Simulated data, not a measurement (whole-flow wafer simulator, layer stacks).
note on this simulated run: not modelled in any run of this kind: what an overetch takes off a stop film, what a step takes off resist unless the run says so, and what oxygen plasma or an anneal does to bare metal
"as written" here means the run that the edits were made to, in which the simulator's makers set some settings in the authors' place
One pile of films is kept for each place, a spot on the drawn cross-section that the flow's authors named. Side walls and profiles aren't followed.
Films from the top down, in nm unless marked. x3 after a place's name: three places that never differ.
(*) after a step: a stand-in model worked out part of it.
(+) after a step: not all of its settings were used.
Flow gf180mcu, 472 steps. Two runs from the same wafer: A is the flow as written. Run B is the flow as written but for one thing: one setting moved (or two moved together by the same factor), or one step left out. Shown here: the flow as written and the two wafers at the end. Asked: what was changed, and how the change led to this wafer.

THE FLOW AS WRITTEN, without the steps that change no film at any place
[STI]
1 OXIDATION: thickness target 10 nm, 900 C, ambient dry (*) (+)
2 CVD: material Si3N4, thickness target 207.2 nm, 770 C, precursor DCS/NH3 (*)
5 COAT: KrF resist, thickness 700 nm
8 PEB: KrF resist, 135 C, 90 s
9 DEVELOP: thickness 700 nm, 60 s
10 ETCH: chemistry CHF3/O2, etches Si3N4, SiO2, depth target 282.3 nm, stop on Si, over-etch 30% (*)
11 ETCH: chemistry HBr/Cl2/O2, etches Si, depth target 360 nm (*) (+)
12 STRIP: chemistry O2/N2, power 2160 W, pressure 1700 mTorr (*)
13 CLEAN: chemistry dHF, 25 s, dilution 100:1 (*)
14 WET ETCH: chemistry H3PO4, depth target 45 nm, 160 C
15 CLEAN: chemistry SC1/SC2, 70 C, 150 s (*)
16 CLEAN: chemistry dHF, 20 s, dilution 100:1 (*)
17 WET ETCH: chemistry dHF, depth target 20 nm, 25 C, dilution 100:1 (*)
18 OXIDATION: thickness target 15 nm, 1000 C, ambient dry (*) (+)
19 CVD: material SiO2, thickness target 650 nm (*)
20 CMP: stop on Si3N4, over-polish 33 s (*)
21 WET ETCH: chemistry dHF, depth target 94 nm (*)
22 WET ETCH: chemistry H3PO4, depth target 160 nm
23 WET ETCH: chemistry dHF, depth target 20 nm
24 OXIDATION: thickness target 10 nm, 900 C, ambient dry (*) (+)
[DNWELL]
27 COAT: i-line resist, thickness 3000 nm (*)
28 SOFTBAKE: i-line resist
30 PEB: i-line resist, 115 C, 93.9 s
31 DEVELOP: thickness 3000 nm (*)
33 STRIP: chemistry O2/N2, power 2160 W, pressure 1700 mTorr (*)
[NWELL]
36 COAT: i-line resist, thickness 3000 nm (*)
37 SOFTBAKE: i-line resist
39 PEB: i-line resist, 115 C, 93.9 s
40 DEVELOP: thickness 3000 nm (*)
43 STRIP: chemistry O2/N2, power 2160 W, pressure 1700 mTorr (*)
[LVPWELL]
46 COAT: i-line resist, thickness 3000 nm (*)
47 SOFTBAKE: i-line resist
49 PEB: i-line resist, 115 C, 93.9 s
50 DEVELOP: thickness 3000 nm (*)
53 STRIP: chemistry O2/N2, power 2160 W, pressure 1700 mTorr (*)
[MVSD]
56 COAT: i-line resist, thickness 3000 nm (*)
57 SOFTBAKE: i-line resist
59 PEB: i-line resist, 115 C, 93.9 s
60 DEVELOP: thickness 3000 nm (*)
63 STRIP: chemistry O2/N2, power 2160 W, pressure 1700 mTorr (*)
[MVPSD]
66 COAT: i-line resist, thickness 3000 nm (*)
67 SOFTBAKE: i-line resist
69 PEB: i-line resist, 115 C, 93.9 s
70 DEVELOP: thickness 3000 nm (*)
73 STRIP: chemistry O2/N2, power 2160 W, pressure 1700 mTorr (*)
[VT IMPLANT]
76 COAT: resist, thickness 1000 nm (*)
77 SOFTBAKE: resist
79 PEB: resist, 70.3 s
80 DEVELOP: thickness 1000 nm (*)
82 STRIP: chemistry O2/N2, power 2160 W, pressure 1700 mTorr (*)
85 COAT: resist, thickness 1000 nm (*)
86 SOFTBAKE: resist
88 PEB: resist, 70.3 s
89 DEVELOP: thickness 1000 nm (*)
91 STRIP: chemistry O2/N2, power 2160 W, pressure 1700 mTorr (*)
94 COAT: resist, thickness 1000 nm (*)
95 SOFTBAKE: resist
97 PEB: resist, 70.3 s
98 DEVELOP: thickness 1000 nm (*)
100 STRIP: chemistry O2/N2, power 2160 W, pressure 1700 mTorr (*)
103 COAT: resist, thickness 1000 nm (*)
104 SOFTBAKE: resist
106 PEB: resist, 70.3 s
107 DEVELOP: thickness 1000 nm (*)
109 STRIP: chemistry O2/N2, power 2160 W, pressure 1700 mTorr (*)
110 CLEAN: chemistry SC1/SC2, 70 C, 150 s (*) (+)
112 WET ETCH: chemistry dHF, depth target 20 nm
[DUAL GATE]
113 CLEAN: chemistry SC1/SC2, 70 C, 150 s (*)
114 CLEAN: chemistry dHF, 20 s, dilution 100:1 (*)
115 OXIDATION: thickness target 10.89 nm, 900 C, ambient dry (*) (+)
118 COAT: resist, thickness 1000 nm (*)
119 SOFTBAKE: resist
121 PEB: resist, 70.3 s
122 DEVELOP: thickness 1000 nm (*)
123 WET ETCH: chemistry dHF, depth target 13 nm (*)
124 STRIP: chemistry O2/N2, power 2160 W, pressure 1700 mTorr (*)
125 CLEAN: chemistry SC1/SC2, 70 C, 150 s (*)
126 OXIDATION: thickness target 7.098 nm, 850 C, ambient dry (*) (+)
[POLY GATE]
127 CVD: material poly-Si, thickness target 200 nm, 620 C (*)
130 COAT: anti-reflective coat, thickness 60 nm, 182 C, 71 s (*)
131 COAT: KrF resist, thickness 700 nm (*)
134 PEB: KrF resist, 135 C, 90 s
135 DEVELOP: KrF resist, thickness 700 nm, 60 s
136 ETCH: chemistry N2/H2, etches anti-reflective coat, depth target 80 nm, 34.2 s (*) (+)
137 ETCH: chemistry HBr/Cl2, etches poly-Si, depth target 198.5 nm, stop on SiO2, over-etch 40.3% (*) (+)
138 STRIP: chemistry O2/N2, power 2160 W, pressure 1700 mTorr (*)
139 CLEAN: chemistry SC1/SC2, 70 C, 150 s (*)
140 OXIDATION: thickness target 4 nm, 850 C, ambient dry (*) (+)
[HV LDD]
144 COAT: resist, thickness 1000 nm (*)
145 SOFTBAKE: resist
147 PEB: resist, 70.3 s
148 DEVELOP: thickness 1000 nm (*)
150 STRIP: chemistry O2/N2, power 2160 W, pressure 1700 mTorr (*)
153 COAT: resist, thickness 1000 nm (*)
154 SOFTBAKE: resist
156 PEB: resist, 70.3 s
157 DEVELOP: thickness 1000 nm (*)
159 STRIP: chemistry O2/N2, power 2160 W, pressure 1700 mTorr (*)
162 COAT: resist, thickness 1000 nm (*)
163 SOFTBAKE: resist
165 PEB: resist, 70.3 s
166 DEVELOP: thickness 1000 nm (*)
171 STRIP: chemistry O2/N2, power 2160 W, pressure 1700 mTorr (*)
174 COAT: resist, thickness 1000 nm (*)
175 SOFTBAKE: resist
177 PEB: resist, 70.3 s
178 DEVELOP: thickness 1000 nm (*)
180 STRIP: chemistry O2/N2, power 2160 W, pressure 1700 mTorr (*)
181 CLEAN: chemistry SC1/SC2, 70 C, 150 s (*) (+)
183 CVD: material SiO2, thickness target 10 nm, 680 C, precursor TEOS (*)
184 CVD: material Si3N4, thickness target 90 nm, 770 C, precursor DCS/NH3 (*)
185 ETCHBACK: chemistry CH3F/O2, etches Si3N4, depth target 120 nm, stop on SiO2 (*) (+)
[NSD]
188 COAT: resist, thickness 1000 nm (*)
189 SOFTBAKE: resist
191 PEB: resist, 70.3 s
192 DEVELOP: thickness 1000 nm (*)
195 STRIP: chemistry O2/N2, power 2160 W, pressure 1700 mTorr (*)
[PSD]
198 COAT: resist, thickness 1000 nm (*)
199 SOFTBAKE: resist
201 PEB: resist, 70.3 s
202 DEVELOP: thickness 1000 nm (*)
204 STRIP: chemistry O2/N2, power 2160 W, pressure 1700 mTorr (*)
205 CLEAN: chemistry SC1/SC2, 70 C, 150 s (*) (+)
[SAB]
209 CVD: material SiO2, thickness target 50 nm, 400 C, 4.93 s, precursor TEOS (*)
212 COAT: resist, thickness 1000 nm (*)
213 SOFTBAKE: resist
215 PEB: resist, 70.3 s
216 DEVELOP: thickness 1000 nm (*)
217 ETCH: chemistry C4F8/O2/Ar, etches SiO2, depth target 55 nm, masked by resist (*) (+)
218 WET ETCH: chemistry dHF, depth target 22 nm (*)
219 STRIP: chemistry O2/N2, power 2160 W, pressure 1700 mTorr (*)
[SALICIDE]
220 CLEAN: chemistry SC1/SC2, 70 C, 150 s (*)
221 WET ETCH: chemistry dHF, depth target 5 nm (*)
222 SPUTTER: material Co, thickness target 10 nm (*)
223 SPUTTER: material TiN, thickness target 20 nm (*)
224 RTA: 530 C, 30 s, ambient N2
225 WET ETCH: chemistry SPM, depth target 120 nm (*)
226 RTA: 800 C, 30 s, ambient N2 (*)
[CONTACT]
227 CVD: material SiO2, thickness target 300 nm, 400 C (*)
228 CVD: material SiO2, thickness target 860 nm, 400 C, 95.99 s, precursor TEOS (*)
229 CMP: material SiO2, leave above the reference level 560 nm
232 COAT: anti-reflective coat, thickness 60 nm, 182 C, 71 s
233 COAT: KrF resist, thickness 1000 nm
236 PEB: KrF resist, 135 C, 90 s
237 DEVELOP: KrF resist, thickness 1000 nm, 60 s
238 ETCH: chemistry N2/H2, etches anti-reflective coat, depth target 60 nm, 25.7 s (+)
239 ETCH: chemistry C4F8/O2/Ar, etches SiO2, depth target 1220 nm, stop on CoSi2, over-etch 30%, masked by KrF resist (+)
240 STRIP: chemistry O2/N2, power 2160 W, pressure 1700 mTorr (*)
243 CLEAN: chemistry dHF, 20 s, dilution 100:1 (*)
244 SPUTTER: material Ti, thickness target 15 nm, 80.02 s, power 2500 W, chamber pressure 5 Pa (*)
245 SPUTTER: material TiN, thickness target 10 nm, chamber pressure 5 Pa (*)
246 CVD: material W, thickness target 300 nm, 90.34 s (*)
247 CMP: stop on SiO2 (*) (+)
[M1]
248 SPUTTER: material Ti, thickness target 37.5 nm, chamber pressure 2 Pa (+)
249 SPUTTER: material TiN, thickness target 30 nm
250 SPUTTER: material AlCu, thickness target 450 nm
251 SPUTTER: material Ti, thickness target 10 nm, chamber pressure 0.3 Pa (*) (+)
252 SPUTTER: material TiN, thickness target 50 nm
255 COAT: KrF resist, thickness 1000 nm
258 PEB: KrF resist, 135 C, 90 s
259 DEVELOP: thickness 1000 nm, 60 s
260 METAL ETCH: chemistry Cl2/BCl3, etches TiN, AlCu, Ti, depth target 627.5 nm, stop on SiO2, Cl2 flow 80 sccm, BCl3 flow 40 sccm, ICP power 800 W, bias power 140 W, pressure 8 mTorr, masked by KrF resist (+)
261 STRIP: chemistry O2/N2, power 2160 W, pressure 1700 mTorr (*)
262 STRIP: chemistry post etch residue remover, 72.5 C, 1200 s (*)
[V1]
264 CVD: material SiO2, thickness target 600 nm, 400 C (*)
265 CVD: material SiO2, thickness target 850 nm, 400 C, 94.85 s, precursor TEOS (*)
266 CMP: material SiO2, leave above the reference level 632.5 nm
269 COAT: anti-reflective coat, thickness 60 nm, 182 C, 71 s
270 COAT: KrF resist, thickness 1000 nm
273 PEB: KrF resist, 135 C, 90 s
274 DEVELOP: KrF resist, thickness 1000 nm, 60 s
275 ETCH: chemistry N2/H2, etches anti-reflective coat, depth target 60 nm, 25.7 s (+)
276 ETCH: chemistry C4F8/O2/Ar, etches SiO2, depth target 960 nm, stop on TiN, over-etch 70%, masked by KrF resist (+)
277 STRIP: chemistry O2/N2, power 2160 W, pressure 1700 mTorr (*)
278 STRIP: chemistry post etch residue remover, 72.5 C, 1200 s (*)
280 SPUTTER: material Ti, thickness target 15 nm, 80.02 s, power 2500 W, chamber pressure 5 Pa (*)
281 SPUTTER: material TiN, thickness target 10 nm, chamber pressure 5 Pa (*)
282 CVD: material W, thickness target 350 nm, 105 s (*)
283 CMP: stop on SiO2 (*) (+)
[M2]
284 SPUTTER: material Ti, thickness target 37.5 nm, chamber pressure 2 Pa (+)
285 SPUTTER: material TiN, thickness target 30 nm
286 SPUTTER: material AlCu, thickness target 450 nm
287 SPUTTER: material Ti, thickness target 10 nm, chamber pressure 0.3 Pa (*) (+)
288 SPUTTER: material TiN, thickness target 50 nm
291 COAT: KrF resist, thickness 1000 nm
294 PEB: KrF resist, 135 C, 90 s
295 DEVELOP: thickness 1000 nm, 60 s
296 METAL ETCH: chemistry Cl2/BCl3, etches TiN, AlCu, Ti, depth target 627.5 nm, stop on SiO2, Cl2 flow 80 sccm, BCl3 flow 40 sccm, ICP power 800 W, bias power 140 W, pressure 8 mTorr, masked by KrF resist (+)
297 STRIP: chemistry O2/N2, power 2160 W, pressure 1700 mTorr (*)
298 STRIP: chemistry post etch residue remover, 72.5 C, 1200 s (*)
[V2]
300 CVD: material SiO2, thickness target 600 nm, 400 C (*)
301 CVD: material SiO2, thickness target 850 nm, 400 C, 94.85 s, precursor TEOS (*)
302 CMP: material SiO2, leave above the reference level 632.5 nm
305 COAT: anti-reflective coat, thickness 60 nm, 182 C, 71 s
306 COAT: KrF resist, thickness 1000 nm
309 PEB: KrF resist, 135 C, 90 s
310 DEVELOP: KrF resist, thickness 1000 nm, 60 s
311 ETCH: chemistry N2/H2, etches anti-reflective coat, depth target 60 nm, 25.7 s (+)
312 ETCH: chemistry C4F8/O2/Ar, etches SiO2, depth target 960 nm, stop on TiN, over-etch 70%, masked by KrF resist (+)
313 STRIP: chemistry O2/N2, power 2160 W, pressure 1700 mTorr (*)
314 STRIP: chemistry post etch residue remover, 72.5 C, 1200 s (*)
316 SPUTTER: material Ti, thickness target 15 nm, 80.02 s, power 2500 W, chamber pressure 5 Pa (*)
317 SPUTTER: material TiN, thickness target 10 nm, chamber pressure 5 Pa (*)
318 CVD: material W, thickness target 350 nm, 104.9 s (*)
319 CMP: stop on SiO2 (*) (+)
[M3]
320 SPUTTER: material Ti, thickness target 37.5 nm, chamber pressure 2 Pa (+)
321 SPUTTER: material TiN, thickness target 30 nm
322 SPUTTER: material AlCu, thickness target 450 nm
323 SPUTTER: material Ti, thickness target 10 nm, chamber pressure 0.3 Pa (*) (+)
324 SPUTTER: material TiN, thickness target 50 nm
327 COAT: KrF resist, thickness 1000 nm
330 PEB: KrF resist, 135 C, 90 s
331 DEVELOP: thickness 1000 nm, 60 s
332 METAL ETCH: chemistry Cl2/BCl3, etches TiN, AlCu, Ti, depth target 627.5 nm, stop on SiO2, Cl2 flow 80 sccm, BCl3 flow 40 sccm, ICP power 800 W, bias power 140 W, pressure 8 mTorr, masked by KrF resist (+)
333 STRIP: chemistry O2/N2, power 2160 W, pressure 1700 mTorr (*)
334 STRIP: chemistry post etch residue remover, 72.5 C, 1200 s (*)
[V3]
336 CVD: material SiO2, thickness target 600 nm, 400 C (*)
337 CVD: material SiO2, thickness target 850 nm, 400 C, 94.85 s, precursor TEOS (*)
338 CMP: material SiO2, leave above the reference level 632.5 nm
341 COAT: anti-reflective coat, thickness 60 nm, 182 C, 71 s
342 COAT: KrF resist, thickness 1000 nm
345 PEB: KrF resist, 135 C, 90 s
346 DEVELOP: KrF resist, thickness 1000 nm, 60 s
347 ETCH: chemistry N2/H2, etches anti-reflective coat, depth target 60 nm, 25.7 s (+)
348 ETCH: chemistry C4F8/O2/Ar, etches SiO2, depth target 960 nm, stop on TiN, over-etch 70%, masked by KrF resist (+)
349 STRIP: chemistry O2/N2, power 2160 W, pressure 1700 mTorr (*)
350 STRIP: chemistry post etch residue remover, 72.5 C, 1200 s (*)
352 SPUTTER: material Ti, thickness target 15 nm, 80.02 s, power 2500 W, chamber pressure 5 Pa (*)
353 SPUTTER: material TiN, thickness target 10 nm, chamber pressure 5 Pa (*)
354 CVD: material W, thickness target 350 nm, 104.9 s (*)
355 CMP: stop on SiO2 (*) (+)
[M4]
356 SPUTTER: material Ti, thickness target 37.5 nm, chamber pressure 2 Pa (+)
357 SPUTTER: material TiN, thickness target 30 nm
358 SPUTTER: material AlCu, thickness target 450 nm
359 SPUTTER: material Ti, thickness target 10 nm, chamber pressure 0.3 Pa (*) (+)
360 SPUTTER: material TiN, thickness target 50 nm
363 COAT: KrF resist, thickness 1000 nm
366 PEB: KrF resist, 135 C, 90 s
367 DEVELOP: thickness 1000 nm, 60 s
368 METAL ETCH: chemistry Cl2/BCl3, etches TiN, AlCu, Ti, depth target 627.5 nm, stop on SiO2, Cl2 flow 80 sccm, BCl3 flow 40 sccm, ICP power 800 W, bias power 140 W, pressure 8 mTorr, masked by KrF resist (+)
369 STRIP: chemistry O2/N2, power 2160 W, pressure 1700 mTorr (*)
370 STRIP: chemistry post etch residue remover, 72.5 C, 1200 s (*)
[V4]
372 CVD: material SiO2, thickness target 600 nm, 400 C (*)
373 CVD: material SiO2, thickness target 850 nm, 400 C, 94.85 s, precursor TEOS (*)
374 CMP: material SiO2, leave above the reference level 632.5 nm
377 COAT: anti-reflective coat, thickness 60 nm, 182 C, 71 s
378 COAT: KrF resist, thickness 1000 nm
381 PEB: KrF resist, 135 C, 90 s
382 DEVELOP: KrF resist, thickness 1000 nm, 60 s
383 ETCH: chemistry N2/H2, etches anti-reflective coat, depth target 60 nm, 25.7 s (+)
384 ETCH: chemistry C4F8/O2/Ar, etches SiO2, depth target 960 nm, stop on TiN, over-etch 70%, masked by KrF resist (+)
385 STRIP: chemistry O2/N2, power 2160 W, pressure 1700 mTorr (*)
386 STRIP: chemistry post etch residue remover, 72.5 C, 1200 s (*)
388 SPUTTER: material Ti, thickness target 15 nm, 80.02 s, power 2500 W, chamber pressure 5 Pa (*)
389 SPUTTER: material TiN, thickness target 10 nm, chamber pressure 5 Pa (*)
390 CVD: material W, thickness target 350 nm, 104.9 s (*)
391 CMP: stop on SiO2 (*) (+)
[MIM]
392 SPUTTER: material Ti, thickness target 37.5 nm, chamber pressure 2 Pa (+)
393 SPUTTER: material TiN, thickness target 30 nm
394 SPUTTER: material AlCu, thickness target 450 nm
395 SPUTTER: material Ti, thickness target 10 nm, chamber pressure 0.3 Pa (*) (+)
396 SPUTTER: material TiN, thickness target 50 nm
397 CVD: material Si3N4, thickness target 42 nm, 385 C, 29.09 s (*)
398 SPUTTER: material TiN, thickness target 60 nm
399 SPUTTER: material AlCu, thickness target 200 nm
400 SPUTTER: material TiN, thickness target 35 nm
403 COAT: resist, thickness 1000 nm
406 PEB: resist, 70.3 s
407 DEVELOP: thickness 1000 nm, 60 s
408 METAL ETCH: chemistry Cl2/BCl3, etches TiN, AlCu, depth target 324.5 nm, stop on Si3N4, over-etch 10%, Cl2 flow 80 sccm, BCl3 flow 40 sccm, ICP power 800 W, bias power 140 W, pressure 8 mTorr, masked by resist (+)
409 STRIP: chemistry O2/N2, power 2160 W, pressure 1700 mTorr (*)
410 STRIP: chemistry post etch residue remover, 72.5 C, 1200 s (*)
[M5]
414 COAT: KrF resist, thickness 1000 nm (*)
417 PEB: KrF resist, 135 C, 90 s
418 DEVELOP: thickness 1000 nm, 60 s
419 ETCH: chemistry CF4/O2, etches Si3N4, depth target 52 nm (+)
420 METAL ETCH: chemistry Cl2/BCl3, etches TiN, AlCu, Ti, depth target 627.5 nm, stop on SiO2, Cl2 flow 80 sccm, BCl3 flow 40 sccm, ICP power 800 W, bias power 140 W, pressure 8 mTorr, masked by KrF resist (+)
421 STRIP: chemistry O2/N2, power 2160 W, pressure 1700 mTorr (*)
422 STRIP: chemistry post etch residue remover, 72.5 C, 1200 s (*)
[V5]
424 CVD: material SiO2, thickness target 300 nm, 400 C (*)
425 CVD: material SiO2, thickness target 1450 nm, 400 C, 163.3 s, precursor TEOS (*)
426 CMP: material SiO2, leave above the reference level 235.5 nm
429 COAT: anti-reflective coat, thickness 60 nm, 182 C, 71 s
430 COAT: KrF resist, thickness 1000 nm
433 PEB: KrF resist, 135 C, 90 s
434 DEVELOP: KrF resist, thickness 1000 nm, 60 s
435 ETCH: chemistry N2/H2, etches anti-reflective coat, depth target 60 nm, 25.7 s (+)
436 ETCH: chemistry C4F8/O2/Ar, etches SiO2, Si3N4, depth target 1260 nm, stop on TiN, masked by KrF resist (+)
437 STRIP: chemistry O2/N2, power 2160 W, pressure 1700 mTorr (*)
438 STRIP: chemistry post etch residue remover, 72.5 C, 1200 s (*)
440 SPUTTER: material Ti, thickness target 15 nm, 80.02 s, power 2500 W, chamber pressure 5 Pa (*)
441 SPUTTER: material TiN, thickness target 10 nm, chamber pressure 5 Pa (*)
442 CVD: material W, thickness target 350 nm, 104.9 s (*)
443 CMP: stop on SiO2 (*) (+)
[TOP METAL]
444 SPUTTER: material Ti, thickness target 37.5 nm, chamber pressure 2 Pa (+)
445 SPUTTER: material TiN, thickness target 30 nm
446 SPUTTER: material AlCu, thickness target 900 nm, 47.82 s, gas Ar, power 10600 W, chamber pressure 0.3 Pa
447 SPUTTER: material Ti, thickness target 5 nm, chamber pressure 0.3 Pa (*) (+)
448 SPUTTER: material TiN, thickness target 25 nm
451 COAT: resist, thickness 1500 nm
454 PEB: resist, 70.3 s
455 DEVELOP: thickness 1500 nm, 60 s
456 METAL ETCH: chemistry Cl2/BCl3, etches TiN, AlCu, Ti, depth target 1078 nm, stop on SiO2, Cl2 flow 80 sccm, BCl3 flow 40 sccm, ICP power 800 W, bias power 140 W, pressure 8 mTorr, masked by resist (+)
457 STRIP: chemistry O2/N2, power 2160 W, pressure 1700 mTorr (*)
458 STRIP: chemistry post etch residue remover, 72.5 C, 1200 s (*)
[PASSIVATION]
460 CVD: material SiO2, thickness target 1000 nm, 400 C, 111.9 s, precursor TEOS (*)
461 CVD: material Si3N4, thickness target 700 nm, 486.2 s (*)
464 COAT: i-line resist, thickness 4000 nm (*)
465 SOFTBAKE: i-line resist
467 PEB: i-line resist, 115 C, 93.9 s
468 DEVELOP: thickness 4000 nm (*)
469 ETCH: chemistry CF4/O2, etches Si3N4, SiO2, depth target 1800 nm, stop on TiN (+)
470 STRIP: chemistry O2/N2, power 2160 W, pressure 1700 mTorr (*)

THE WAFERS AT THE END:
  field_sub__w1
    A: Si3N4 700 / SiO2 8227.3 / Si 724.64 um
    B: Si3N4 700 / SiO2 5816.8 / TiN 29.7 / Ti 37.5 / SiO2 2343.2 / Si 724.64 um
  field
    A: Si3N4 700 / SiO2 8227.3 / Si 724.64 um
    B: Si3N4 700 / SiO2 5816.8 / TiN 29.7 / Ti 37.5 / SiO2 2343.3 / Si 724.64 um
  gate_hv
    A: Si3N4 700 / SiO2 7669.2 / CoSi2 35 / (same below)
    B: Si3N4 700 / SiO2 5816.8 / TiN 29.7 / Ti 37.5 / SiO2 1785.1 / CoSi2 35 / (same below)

The cause: step 296, METAL ETCH: depth target 508.3 nm was run, where the flow has depth target 627.5 nm.

How the change led to this, step by step:
  296 METAL ETCH: chemistry Cl2/BCl3, etches TiN, AlCu, Ti, depth target 627.5 nm, stop on SiO2, Cl2 flow 80 sccm, BCl3 flow 40 sccm, ICP power 800 W, bias power 140 W, pressure 8 mTorr, masked by KrF resist (+)
      field, field__w1, field__w2 and 103 more: A TiN -50 (all of it), Ti -10 (all of it), AlCu -450 (all of it), TiN -30 (all of it), Ti -37.5 (all of it) | B TiN -50 (all of it), Ti -10 (all of it), AlCu -448.3
      field__w8, contact, m1, m1__w1, m1_nw: A KrF resist -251 | B KrF resist -203.3
  297 STRIP: chemistry O2/N2, power 2160 W, pressure 1700 mTorr (*)
      field__w8, contact, m1, m1__w1, m1_nw: A KrF resist -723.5 (all of it) | B KrF resist -771.2 (all of it)
  298 STRIP: chemistry post etch residue remover, 72.5 C, 1200 s (*)
      field, field__w1, field__w2 and 103 more: A nothing | B AlCu -1.7 (all of it), TiN -0.3
  300 CVD: material SiO2, thickness target 600 nm, 400 C (*)
      field, field__w1, field__w2 and 103 more: A SiO2 +600 | B SiO2 +600 (new film)
  302 CMP: material SiO2, leave above the reference level 632.5 nm
      field, field__w1, field__w2 and 103 more: A SiO2 -300 | B SiO2 -367.2
Counting metal films that touch as one body, field_sub__w1 has 1 body; the flow as written gives 0 bodies.
Counting metal films that touch as one body, field has 1 body; the flow as written gives 0 bodies.
Counting metal films that touch as one body, gate_hv has 2 bodies (between them, from the top down: SiO2 1785.1); the flow as written gives 1 body.
